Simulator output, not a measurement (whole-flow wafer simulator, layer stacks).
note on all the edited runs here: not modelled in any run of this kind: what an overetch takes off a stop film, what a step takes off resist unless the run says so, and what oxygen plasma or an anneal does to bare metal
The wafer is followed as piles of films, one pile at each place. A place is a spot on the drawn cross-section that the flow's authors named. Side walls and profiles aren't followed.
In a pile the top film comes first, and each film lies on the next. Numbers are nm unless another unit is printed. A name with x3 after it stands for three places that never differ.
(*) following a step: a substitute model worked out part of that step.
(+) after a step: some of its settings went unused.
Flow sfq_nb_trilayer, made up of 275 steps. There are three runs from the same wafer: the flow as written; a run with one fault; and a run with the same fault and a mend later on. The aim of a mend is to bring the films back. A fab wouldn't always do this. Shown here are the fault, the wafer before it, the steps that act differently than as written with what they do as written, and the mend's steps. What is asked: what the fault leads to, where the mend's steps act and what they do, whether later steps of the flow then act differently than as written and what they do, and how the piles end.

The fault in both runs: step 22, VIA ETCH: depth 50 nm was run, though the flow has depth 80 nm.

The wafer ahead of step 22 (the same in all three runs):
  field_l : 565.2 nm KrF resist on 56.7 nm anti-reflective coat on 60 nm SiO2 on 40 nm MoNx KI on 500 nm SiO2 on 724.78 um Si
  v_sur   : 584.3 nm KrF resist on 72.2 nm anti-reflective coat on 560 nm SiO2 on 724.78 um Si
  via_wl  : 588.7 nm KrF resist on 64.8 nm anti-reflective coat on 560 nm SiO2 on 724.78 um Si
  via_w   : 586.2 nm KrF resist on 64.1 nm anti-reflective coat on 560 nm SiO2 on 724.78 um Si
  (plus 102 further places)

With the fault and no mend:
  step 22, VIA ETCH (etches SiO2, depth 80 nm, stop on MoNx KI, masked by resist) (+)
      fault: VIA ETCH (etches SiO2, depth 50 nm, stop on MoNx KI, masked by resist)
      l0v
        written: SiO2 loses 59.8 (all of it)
        fault: SiO2 loses 50
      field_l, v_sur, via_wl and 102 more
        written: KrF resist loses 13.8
        fault: KrF resist loses 8.62
  Steps later in the flow that act otherwise than as written (5 other steps are not shown; they differ only slightly, by no more than 2% or 0.5 nm, whichever is larger):
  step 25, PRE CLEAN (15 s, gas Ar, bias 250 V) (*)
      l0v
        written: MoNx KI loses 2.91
        fault: SiO2 loses 5
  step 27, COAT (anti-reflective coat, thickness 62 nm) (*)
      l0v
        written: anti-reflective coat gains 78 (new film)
        fault: anti-reflective coat gains 75.6 (new film)
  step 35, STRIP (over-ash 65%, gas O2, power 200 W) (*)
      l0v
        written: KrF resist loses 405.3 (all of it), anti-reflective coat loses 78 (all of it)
        fault: KrF resist loses 400.4 (all of it), anti-reflective coat loses 75.6 (all of it)
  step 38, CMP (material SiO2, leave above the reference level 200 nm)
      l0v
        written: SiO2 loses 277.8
        fault: SiO2 loses 286.8
  By the end, the piles at l0v depart from the flow's by more than 2% or 0.5 nm, whichever is larger.
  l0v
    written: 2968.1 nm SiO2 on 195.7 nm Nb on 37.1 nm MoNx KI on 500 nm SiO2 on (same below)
    fault: 2959 nm SiO2 on 197 nm Nb on 4.85 nm SiO2 on 40 nm MoNx KI on 500 nm SiO2 on (same below)

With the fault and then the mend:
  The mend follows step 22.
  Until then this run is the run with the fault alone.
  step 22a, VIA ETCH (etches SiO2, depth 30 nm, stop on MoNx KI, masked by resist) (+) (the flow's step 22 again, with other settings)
      field_l, v_sur, via_wl and 102 more
        KrF resist loses 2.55
      l0v
        SiO2 loses 9.85 (all of it)
  None of the later steps of the flow differs from how it acts as written, at any place that is followed, by more than 2% or 0.5 nm, whichever is larger.
  The piles end the same as the flow's at every place that both follow.
